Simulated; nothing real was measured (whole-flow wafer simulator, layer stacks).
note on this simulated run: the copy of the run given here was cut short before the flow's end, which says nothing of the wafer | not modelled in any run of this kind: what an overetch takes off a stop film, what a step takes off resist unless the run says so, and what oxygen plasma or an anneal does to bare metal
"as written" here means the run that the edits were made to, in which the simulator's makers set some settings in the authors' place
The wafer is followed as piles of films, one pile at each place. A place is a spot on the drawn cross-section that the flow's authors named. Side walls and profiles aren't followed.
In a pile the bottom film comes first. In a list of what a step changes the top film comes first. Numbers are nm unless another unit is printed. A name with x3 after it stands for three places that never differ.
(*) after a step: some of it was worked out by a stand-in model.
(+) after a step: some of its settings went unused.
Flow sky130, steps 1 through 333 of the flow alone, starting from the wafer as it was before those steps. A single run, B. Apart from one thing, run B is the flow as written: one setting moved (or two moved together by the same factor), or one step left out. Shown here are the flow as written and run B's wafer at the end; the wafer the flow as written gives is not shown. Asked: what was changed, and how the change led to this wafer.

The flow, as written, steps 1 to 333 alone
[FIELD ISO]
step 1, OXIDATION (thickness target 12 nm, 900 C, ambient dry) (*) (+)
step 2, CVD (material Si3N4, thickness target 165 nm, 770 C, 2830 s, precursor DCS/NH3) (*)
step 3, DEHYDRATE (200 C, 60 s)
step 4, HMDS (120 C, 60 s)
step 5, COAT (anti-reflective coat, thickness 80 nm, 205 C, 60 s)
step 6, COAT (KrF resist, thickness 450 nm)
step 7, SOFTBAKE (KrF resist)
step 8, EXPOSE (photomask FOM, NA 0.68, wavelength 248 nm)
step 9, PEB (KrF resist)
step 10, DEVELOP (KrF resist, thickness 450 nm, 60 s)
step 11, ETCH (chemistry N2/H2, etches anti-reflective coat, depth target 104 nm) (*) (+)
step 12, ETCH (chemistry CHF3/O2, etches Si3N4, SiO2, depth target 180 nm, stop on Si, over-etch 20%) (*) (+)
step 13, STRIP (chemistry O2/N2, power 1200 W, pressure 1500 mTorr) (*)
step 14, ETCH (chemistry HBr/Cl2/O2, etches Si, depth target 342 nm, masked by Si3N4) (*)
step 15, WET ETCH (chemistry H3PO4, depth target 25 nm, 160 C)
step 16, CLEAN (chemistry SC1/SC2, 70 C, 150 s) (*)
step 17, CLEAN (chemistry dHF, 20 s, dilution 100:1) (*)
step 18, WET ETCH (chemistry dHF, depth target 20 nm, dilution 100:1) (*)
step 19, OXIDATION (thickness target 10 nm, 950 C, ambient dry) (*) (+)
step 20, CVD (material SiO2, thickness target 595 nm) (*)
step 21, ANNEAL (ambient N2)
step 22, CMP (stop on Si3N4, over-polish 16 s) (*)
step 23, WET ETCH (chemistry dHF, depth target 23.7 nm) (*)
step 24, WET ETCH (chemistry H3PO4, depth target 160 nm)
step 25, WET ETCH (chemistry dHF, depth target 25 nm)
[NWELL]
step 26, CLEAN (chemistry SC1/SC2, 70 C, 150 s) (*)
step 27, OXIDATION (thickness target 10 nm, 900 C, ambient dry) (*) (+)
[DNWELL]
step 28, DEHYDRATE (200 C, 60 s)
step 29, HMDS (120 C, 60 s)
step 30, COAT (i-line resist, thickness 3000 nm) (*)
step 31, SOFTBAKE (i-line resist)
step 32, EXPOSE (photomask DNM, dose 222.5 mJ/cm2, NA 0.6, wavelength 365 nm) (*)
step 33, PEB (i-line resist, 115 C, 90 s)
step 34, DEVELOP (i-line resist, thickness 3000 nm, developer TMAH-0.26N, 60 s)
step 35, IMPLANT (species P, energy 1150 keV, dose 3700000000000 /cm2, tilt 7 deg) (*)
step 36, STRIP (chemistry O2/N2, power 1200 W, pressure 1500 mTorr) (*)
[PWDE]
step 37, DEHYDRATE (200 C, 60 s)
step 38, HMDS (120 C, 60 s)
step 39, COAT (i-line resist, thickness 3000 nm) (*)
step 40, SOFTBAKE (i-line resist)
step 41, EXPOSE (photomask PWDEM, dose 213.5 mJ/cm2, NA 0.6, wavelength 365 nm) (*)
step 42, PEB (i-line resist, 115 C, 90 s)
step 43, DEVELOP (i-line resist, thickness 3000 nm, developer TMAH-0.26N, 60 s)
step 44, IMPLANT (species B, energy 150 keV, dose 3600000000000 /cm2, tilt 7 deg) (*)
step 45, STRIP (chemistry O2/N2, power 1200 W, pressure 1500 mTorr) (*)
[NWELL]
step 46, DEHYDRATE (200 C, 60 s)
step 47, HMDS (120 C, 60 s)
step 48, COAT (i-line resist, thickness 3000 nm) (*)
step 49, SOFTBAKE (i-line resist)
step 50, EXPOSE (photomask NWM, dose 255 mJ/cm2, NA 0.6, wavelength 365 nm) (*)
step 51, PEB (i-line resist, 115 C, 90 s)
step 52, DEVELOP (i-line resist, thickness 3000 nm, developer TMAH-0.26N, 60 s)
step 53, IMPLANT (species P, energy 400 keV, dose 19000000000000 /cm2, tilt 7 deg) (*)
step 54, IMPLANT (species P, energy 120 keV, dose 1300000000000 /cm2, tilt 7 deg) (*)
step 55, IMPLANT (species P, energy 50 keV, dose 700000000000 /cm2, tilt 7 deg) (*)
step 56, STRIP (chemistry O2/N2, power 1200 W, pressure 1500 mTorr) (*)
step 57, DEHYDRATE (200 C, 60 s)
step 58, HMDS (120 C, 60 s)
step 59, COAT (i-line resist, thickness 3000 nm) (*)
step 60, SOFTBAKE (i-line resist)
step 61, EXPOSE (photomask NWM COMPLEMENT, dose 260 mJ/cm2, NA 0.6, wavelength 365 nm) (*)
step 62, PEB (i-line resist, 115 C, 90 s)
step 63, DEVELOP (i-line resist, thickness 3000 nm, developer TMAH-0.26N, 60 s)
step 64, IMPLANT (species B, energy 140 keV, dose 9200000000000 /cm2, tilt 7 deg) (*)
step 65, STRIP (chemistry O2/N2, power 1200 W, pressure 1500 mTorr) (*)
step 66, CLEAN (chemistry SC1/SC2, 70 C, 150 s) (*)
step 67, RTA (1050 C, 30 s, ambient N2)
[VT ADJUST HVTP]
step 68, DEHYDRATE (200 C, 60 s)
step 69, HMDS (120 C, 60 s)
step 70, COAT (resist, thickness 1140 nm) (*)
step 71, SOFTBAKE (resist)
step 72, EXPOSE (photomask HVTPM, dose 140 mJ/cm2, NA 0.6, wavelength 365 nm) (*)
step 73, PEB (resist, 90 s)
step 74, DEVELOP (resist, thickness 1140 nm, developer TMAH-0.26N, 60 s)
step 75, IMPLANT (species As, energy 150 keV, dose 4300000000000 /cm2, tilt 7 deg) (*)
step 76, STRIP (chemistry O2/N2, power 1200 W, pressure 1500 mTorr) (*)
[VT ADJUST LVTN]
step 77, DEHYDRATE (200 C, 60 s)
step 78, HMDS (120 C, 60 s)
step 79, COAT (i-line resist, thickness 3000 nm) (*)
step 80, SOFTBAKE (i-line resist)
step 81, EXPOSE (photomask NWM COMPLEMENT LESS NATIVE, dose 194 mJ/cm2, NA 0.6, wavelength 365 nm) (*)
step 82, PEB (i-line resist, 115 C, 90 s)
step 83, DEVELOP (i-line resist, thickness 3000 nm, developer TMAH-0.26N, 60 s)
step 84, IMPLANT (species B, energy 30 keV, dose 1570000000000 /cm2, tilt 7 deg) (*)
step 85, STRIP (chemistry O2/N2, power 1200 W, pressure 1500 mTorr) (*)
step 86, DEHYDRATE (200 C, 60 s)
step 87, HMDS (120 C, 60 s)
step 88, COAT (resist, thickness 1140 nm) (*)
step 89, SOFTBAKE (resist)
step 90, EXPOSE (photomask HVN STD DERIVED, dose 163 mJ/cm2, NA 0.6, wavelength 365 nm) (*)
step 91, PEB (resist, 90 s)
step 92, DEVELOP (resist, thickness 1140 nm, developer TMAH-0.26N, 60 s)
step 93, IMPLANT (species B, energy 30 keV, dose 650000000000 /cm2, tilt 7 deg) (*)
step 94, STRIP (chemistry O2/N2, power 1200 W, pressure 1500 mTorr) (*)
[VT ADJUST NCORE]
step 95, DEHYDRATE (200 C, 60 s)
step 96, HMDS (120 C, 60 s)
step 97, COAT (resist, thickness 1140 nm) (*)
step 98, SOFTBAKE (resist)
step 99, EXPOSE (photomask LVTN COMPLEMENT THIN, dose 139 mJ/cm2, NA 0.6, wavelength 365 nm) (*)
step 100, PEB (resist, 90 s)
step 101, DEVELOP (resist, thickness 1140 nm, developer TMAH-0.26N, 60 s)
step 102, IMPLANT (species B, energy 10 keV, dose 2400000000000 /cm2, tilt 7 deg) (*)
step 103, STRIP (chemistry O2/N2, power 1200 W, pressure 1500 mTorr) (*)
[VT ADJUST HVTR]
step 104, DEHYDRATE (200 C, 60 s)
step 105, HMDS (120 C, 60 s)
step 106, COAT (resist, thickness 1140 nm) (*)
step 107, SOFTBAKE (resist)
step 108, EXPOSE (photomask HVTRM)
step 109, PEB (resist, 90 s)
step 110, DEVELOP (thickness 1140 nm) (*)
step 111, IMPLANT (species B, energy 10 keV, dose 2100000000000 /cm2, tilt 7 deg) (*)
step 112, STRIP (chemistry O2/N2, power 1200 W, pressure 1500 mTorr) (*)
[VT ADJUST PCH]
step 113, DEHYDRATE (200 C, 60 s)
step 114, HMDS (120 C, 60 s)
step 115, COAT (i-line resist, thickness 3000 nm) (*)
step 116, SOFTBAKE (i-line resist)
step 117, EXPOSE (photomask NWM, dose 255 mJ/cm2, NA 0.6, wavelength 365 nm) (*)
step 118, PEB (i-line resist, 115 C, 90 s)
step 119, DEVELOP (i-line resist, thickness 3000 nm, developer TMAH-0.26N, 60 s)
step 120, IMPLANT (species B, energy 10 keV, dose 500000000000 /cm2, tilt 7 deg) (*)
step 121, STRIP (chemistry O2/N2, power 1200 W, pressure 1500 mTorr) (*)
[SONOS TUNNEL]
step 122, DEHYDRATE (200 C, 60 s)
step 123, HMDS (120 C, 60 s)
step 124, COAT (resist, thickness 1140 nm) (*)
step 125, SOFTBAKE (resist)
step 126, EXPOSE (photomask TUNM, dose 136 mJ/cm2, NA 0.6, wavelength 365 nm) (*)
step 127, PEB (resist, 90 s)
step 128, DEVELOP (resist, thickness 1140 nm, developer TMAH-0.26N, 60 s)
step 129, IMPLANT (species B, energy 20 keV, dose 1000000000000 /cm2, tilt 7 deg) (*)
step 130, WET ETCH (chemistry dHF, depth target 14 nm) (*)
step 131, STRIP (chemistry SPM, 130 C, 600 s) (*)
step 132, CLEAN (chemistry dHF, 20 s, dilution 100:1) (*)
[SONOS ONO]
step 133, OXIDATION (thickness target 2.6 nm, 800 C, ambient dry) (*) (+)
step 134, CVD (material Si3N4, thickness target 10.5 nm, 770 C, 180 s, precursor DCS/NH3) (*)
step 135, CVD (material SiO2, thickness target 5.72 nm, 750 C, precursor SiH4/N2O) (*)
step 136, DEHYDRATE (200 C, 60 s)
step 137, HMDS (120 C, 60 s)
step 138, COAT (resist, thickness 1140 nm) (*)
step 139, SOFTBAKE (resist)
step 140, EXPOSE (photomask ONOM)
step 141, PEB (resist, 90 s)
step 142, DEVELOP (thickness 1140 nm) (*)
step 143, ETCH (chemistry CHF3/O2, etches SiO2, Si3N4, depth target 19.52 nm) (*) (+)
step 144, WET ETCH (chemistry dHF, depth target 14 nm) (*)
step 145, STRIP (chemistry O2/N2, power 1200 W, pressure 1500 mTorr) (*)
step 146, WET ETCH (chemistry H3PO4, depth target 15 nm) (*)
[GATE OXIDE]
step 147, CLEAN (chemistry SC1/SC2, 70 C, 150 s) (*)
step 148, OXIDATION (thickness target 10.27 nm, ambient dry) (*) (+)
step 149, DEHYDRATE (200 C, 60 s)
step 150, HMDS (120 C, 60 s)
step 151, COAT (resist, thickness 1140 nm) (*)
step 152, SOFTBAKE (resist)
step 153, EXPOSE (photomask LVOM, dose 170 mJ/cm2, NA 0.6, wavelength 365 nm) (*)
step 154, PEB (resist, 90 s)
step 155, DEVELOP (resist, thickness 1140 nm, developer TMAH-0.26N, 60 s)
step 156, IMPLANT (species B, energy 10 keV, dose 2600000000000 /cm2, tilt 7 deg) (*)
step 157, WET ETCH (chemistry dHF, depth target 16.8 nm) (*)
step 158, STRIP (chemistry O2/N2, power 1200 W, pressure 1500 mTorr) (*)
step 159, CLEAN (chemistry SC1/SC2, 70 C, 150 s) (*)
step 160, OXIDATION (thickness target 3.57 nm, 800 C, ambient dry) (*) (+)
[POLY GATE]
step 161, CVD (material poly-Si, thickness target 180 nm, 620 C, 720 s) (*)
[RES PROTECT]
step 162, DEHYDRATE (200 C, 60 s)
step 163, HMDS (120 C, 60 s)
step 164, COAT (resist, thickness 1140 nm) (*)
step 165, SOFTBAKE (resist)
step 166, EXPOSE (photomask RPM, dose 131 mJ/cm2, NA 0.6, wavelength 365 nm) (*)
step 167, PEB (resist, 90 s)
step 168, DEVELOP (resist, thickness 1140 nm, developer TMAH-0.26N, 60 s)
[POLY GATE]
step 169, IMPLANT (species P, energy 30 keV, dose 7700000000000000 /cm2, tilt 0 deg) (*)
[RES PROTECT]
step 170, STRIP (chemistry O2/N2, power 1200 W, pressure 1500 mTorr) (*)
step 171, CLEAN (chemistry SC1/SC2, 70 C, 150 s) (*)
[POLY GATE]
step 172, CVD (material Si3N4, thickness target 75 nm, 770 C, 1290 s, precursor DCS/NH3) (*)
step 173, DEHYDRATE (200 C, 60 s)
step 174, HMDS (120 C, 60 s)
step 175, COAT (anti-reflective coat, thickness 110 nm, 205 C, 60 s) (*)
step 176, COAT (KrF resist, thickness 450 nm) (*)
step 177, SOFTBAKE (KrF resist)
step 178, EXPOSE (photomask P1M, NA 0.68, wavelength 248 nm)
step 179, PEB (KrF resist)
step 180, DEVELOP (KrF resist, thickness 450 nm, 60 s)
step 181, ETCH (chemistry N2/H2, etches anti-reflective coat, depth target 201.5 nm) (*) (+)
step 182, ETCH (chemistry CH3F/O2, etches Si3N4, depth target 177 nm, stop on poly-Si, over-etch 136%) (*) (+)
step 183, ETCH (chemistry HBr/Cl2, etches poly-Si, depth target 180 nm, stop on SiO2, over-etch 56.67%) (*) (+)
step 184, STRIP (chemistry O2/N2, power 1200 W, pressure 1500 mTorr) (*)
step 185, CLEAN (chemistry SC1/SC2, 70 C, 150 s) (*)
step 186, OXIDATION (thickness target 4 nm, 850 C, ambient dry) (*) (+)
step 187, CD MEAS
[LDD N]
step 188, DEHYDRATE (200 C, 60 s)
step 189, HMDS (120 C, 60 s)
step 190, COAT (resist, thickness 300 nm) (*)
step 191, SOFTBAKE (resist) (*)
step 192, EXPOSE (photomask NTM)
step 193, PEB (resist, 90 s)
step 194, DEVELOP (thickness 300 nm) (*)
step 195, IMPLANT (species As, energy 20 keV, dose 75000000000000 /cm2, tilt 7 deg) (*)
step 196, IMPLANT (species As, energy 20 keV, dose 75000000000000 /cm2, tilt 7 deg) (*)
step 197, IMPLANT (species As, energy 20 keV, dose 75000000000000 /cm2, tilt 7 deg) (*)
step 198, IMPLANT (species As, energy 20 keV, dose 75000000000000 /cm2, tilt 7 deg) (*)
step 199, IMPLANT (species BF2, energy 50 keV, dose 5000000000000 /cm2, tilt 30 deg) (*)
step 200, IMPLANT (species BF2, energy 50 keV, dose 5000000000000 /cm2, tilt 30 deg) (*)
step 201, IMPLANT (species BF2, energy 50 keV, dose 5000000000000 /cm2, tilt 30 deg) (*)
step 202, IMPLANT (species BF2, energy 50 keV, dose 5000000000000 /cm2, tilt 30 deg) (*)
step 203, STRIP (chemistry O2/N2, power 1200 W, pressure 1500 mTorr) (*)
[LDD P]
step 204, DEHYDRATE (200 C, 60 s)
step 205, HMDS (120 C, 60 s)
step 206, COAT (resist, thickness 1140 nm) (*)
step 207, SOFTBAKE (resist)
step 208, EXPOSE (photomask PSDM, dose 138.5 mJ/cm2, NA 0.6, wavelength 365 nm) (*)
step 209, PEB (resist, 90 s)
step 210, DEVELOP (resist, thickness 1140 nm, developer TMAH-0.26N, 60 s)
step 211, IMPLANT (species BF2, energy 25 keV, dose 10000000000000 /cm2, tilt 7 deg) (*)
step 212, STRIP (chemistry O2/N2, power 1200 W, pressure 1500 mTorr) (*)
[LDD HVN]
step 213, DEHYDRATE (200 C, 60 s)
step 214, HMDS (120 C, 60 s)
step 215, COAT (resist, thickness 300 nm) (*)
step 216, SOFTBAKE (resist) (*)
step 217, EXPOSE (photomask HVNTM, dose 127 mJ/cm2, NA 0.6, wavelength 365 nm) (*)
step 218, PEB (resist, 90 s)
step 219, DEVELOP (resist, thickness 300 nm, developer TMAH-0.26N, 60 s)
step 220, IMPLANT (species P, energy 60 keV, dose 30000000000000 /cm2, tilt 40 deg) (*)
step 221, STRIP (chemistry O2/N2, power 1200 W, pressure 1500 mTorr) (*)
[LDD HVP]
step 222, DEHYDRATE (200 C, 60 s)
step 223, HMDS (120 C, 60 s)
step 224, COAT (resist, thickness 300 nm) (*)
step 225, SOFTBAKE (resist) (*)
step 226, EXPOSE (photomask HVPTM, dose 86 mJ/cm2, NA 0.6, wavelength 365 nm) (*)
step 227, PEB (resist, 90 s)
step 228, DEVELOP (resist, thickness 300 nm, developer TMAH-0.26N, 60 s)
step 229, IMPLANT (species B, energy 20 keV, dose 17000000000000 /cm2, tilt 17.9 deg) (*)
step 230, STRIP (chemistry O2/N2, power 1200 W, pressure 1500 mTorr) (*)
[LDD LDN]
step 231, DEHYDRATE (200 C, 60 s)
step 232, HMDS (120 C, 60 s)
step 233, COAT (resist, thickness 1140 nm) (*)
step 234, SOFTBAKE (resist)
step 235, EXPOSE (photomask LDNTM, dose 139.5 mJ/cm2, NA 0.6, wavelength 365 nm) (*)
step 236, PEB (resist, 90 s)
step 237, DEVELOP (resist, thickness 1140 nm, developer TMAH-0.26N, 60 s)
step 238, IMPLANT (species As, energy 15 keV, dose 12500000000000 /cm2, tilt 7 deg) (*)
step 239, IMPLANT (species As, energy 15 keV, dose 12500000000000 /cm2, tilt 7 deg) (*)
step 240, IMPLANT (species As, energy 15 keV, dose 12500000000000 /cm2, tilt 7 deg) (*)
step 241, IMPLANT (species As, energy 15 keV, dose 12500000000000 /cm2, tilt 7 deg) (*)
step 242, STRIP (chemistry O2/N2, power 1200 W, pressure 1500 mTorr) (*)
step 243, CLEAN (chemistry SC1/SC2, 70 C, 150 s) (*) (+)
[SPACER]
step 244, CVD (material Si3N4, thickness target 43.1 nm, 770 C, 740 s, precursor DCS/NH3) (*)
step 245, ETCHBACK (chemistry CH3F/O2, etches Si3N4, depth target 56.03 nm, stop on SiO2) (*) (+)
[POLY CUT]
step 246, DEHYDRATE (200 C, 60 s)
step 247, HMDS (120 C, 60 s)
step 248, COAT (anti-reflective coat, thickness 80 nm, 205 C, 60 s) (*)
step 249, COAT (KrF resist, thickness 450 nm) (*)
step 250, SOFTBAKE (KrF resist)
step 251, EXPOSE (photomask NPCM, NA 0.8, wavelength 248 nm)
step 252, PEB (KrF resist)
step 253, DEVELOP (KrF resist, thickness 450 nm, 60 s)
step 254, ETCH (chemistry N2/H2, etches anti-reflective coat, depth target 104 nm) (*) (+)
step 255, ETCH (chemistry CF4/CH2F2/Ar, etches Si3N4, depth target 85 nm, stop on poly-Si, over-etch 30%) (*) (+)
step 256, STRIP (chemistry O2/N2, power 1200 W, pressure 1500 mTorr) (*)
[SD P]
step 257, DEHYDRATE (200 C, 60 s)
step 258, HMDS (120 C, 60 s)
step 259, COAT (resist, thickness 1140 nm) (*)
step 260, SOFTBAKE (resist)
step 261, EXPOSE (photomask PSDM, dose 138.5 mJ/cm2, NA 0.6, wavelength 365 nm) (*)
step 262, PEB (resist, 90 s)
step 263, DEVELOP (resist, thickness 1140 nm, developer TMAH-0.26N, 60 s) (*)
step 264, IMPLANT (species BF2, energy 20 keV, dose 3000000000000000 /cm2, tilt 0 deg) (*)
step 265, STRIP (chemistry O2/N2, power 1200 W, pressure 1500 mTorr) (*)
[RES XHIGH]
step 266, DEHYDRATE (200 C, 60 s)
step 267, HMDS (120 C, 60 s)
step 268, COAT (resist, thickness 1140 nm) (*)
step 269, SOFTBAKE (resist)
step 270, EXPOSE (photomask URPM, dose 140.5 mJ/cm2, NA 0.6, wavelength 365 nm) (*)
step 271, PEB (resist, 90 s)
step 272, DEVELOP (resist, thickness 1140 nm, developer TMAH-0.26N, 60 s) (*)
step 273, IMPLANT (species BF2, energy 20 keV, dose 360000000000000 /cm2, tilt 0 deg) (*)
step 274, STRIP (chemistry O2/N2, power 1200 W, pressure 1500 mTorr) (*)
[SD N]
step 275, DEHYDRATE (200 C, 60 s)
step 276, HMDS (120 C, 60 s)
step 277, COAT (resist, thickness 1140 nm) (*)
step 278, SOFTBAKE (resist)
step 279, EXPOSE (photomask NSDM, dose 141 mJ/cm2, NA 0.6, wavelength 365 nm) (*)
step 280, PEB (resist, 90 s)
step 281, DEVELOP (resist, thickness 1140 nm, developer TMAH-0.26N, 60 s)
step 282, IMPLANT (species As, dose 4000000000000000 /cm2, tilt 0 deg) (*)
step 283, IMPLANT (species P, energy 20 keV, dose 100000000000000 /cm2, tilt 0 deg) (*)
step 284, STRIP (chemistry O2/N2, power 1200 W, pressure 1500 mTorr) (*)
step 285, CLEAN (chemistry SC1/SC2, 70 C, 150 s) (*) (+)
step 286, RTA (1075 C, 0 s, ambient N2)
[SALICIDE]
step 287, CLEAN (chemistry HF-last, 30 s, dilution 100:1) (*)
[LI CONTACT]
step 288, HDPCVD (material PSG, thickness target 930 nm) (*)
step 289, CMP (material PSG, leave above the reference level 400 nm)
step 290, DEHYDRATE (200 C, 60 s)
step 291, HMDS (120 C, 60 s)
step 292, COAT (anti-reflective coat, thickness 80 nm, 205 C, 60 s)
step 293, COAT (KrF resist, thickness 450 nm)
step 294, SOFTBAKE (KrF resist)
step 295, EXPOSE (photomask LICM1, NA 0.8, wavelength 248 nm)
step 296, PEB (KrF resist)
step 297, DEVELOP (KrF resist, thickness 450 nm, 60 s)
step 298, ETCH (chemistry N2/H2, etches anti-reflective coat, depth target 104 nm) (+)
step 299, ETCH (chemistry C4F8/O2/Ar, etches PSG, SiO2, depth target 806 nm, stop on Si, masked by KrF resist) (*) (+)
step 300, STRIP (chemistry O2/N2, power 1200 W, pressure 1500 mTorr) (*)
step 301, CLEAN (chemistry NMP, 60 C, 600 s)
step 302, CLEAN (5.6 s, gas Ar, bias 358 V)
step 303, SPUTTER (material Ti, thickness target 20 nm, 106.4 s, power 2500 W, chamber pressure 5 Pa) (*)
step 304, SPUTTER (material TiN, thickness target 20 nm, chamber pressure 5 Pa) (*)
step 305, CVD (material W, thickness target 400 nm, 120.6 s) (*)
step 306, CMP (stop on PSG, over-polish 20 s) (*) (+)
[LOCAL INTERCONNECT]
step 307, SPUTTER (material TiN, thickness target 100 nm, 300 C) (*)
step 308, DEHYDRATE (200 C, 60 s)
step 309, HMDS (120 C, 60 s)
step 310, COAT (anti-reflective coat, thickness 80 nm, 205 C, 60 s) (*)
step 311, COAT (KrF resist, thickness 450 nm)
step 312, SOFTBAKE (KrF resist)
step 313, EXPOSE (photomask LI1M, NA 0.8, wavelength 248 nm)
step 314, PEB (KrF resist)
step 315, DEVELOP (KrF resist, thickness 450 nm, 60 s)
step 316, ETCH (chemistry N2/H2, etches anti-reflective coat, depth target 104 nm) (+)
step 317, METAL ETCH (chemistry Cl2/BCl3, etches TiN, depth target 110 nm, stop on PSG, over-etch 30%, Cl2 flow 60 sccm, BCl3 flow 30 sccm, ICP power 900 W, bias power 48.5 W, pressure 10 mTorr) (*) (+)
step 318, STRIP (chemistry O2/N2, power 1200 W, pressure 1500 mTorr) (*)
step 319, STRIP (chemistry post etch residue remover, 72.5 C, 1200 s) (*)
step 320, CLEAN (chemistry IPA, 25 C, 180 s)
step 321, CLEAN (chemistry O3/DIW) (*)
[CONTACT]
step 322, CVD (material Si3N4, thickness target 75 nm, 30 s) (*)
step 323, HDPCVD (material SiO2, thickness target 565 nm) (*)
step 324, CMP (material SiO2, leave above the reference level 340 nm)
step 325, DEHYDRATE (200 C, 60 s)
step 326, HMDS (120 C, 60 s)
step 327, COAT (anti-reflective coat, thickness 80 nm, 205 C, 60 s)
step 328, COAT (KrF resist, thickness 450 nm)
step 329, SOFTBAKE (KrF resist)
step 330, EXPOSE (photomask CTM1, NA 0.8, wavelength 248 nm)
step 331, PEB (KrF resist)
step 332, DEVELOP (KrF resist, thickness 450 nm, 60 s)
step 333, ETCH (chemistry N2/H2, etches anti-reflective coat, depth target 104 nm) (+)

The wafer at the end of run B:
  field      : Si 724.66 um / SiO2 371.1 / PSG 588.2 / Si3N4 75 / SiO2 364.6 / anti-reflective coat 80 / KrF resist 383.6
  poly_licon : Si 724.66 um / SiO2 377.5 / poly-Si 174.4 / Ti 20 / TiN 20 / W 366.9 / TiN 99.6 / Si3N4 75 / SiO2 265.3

The reason: step 333, ETCH: depth target 89.3 nm was run, though the flow has depth target 104 nm.

How this came from the change, step by step:
  step 333, ETCH (chemistry N2/H2, etches anti-reflective coat, depth target 104 nm) (+)
      field, active, n_well and 184 more: -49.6 KrF resist (in the flow as written it would be: -57.8 KrF resist)
